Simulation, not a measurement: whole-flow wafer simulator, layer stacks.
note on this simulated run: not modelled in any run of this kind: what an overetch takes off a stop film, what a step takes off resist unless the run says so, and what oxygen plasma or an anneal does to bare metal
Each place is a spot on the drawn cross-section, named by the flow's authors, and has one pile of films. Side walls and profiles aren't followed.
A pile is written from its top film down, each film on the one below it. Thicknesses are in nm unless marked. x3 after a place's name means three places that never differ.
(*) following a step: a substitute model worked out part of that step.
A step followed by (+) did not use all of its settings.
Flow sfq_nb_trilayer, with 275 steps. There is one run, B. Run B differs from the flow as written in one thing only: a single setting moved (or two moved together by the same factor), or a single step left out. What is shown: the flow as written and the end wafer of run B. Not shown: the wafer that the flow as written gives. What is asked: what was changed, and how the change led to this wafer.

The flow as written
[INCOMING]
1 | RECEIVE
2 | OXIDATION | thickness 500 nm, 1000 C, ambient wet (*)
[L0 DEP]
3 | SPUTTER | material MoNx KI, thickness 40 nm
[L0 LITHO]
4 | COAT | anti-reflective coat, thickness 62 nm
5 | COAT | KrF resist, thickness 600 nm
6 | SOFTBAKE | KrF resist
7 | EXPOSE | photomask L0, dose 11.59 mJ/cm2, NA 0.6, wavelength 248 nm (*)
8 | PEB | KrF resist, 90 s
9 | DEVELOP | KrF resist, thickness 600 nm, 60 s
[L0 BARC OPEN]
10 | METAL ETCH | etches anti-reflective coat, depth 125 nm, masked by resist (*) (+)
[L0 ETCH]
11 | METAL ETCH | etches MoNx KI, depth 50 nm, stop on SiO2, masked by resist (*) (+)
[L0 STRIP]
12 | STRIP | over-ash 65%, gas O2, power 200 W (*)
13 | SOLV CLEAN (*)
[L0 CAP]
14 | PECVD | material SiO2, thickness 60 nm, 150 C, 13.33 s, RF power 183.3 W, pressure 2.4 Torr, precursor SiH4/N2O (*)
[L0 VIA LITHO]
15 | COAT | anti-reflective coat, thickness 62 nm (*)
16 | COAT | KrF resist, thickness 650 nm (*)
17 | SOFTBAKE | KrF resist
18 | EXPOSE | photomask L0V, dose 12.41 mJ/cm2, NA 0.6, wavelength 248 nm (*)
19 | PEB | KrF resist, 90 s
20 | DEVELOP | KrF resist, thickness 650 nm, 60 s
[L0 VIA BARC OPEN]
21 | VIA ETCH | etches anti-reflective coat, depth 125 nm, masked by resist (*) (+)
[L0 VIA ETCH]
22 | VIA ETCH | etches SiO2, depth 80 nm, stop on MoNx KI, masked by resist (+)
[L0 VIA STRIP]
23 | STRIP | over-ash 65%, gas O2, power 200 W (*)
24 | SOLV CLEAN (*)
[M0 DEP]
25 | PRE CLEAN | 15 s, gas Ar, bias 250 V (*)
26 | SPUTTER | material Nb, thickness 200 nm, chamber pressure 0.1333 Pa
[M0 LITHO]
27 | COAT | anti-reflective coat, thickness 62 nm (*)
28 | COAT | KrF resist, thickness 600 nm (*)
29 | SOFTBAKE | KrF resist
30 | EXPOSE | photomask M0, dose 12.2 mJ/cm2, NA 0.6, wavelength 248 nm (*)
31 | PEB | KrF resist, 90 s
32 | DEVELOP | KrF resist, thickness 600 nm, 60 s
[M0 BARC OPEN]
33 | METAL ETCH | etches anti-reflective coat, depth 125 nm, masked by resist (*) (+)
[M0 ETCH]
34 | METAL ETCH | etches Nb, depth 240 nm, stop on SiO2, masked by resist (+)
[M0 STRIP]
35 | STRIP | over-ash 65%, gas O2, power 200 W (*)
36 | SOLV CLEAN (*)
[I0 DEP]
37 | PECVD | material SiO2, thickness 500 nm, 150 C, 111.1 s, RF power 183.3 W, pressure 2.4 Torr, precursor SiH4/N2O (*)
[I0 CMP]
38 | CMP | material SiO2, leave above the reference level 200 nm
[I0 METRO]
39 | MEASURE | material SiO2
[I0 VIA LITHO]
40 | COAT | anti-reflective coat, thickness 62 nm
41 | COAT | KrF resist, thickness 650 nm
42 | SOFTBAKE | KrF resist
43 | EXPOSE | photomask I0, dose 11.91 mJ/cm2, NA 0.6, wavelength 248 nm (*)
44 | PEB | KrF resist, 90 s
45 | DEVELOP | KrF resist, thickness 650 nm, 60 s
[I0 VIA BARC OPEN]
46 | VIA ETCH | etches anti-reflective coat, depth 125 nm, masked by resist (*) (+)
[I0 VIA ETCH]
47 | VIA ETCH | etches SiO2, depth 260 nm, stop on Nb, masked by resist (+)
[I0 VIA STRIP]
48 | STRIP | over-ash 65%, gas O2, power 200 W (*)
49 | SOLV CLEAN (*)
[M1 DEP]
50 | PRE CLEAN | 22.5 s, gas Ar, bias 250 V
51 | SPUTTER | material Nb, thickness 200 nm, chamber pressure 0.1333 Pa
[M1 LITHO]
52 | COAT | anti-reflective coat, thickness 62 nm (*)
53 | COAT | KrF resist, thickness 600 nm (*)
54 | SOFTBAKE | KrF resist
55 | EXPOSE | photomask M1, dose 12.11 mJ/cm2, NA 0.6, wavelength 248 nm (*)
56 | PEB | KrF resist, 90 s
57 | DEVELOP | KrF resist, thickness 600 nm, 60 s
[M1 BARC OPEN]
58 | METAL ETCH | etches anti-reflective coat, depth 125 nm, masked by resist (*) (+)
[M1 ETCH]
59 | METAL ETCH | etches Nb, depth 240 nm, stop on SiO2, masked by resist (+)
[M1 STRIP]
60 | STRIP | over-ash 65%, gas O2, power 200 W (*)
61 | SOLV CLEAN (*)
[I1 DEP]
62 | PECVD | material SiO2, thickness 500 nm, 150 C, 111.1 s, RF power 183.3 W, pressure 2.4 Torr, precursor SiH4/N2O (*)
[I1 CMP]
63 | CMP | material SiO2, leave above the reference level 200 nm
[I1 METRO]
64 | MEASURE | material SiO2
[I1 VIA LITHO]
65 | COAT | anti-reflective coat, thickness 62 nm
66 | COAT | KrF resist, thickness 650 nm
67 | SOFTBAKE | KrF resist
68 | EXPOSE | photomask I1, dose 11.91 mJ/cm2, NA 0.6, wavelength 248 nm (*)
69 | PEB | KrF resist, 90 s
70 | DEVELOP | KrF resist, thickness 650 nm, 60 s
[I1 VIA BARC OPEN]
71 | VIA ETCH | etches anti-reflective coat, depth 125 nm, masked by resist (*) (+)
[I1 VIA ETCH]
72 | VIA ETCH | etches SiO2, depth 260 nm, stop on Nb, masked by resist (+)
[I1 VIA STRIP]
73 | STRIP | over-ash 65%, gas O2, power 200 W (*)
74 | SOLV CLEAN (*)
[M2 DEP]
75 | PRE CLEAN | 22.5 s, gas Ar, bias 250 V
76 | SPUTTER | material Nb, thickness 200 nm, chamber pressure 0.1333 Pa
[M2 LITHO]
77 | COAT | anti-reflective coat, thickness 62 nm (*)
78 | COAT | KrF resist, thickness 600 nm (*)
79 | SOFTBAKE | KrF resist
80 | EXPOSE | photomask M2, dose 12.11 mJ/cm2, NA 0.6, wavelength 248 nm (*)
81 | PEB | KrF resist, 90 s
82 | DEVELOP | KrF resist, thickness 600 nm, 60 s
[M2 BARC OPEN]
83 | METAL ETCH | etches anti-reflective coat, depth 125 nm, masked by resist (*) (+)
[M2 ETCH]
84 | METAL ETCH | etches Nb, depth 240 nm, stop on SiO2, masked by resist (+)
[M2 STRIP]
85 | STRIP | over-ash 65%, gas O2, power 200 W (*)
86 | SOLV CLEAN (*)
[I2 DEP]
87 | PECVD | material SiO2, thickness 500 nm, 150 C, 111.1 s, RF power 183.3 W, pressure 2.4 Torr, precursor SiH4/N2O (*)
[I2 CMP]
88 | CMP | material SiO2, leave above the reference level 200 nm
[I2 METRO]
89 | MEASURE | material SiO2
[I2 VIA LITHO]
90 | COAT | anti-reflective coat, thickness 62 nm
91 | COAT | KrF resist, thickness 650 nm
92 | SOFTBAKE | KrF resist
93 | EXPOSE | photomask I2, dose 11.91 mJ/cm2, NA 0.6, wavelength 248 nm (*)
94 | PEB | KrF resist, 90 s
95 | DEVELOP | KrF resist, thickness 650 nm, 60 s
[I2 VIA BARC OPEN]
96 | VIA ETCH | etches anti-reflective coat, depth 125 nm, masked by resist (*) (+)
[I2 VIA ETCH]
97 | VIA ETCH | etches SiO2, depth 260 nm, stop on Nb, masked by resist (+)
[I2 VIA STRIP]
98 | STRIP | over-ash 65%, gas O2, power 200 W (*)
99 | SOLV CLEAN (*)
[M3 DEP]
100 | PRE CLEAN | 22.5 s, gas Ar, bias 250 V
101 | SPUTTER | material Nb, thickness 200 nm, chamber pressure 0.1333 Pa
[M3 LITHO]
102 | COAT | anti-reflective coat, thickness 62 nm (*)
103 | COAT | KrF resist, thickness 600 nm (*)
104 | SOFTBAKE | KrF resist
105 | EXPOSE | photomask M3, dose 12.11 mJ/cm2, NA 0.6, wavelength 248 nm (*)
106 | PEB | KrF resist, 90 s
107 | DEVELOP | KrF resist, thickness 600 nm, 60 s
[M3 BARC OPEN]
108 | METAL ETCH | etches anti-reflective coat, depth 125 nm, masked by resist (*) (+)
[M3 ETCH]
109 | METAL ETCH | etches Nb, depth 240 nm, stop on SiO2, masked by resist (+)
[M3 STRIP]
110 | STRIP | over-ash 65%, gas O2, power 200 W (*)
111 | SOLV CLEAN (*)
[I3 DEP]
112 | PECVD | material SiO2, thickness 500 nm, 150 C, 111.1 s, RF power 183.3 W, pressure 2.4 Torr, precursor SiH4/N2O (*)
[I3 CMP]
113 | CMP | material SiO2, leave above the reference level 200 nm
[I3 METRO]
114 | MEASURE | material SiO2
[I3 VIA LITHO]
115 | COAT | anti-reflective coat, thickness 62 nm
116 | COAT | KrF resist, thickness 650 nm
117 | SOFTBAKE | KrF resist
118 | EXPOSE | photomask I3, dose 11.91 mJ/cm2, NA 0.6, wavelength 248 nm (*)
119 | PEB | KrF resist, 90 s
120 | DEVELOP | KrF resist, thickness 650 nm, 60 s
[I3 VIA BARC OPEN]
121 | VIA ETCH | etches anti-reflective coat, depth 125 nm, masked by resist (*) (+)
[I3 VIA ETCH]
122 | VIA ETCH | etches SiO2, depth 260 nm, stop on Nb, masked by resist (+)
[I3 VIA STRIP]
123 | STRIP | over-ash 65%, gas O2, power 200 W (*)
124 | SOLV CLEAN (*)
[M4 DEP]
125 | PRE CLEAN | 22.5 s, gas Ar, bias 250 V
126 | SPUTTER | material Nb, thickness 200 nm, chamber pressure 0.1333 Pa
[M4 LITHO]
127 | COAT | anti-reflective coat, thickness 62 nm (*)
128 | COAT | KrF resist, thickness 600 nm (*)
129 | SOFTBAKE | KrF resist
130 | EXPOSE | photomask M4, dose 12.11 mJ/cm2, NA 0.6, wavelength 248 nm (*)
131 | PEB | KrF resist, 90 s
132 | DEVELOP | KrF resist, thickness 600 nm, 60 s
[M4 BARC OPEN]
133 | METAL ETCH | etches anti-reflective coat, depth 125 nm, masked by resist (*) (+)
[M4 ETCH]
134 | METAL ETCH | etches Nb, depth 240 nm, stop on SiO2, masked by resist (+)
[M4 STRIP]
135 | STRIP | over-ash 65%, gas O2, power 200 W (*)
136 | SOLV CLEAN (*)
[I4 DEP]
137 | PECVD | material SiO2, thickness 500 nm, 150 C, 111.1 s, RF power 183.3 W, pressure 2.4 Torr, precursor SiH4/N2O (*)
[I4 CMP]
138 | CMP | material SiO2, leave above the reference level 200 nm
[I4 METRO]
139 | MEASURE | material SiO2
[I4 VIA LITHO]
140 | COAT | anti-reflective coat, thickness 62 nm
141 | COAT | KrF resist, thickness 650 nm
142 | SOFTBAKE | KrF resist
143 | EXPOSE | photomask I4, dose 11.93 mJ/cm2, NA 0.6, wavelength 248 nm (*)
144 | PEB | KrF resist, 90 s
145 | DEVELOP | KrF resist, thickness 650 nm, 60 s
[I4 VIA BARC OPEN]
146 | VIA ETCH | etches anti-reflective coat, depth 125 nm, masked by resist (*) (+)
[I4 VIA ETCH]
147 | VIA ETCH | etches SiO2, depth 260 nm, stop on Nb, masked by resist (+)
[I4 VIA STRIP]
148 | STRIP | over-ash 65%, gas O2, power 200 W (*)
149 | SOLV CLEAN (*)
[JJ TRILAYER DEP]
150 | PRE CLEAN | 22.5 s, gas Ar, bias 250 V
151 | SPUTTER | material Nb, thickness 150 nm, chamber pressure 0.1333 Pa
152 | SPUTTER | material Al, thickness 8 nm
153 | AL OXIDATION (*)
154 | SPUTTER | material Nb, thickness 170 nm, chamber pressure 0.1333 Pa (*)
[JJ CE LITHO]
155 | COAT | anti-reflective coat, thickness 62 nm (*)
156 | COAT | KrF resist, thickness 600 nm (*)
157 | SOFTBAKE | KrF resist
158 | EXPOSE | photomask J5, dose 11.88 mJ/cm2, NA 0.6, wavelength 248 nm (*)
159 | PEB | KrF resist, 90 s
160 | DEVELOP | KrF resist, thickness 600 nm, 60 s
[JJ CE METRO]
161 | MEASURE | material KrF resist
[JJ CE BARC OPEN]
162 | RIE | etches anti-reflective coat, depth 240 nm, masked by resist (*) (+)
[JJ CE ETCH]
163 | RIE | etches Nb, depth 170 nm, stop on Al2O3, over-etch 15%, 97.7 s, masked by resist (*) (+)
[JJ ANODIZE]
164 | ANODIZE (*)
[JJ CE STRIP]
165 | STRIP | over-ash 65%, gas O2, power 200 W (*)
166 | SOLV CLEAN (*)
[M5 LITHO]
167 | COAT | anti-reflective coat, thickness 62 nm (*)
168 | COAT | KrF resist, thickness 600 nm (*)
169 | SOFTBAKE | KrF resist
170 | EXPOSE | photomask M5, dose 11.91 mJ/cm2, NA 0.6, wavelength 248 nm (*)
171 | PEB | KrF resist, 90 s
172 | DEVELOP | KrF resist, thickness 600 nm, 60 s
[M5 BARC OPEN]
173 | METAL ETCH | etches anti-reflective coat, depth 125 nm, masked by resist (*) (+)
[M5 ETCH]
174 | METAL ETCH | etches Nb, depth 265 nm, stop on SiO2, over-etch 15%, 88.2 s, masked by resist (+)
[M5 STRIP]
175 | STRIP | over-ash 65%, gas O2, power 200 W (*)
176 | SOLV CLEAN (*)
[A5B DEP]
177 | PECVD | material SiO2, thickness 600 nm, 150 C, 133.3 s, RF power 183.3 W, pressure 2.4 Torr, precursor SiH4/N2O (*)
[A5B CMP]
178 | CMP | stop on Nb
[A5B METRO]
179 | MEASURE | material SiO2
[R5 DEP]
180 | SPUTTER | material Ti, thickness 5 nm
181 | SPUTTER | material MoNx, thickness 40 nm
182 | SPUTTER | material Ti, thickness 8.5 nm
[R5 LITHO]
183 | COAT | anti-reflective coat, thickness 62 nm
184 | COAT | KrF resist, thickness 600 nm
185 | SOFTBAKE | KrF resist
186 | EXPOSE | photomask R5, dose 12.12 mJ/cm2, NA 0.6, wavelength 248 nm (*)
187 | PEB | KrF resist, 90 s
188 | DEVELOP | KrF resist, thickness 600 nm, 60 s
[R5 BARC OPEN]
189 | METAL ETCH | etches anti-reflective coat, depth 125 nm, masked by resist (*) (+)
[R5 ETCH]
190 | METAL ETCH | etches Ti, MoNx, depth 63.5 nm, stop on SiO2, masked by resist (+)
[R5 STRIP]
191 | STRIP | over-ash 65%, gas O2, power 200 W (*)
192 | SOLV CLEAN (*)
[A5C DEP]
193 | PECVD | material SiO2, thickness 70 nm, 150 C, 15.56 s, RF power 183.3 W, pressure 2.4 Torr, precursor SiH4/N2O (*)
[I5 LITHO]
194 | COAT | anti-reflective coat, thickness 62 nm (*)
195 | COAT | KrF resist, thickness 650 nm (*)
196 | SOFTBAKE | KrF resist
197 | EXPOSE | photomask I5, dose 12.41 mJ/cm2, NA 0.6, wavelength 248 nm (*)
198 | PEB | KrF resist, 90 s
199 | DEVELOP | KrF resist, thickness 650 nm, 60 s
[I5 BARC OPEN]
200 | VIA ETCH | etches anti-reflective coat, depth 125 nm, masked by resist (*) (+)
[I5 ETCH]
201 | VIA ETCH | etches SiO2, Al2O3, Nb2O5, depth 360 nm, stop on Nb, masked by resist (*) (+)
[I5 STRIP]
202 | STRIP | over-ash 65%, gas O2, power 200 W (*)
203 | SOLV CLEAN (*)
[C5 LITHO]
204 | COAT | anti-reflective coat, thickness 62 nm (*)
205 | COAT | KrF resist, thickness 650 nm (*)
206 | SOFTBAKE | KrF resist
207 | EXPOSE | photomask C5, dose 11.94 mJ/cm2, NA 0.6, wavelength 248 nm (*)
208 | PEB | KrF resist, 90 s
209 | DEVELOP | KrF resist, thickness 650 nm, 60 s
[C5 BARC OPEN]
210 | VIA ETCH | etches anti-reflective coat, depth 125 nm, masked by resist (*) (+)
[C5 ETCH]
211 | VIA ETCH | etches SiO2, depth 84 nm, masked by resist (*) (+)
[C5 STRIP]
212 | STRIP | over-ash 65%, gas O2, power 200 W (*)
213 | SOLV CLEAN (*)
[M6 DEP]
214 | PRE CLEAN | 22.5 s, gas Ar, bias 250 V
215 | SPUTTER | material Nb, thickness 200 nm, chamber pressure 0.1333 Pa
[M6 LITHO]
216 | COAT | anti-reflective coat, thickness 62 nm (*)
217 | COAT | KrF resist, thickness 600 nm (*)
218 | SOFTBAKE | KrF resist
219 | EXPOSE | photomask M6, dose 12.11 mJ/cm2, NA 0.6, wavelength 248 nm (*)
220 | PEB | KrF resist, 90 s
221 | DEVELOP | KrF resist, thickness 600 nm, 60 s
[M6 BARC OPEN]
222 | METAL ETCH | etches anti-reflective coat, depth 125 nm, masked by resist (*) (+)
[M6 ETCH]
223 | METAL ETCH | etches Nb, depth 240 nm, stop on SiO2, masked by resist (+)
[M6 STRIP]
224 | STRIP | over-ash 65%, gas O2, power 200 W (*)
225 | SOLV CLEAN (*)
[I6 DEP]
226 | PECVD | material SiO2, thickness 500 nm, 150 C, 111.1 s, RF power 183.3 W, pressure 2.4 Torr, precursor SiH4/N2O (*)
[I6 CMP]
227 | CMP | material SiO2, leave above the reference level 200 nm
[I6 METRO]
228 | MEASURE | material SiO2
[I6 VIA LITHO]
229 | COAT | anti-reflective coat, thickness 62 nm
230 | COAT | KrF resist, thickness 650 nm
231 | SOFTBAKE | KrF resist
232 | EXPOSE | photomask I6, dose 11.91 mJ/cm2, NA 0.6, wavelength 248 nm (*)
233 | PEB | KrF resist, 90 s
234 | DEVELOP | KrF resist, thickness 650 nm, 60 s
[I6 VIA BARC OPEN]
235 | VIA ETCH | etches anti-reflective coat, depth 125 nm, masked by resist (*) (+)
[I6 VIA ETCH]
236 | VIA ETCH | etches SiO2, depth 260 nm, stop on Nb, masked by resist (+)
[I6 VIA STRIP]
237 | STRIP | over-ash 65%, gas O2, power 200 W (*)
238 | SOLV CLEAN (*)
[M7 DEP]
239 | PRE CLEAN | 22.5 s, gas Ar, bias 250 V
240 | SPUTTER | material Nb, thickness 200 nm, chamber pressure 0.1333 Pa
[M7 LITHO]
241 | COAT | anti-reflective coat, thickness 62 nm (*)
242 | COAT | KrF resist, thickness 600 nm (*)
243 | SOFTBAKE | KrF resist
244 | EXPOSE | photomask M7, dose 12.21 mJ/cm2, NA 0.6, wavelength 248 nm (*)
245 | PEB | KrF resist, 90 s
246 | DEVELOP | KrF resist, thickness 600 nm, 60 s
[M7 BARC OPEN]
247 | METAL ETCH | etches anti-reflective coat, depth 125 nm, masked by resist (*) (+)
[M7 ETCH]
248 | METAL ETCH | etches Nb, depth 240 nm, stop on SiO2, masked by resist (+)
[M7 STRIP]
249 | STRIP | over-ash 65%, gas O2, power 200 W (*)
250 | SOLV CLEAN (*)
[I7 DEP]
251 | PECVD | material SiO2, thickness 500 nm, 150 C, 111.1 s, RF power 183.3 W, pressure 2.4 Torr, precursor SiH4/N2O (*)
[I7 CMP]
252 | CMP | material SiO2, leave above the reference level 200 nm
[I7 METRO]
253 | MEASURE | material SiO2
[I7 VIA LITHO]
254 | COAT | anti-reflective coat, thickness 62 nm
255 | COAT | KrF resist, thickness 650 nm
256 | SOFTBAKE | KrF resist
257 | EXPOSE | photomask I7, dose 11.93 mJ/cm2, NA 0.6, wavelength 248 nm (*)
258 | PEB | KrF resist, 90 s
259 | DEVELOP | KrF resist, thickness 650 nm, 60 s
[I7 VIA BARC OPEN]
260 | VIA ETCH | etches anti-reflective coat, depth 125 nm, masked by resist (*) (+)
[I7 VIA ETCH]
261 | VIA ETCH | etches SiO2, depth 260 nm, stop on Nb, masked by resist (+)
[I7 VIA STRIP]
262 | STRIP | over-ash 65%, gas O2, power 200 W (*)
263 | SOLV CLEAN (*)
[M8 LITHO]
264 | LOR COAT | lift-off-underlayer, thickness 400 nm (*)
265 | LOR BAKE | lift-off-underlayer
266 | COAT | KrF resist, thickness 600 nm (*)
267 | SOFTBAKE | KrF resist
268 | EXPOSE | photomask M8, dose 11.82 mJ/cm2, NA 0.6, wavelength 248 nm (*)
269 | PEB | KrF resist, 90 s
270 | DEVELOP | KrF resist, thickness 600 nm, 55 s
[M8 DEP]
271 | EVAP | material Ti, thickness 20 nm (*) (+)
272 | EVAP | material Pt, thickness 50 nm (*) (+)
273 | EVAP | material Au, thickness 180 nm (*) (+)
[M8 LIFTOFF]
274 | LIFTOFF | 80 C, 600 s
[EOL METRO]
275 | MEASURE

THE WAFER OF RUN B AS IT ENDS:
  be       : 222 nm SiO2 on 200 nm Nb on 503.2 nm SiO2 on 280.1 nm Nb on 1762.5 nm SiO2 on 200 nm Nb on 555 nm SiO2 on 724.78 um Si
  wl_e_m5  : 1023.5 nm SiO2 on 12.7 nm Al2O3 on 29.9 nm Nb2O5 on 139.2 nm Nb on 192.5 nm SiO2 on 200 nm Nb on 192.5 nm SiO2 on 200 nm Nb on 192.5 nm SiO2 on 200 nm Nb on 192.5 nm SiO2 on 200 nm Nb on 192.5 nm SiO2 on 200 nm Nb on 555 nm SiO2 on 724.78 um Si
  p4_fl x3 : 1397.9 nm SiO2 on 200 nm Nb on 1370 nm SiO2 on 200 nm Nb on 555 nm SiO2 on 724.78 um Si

What caused this: step 252, CMP: leave above the reference level 222 nm was run, though the flow has leave above the reference level 200 nm.
The wafer lets one read it off: be has SiO2 222, and step 252 as written asks for 200 nm.

Step by step, how the change led to this:
  252 | CMP | material SiO2, leave above the reference level 200 nm
      field_l, p4_fl x3, p4_w1 x3 and 52 more: SiO2 loses 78 (as written it would have been: SiO2 loses 100)
      v_sur, via_wl, via_w and 37 more: SiO2 loses 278 (as written it would have been: SiO2 loses 300)
      (also at 7 further places)
  261 | VIA ETCH | etches SiO2, depth 260 nm, stop on Nb, masked by resist (+)
      via_wl, via_w, via_wr: SiO2 loses 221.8 (all of it) (as written it would have been: SiO2 loses 199.8 (all of it))
  264 | LOR COAT | lift-off-underlayer, thickness 400 nm (*)
      via_wl, via_wr: lift-off-underlayer gains 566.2 (new film) (as written it would have been: lift-off-underlayer gains 549.8 (new film))
      via_w: lift-off-underlayer gains 551.4 (new film) (as written it would have been: lift-off-underlayer gains 536.4 (new film))
  270 | DEVELOP | KrF resist, thickness 600 nm, 55 s
      via_wl: KrF resist loses 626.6 (all of it), lift-off-underlayer loses 566.2 (all of it) (as written it would have been: KrF resist loses 623.9 (all of it), lift-off-underlayer loses 549.8 (all of it))
      via_w: KrF resist loses 639.5 (all of it), lift-off-underlayer loses 551.4 (all of it) (as written it would have been: KrF resist loses 635.4 (all of it), lift-off-underlayer loses 536.4 (all of it))
      (also at 1 further place)
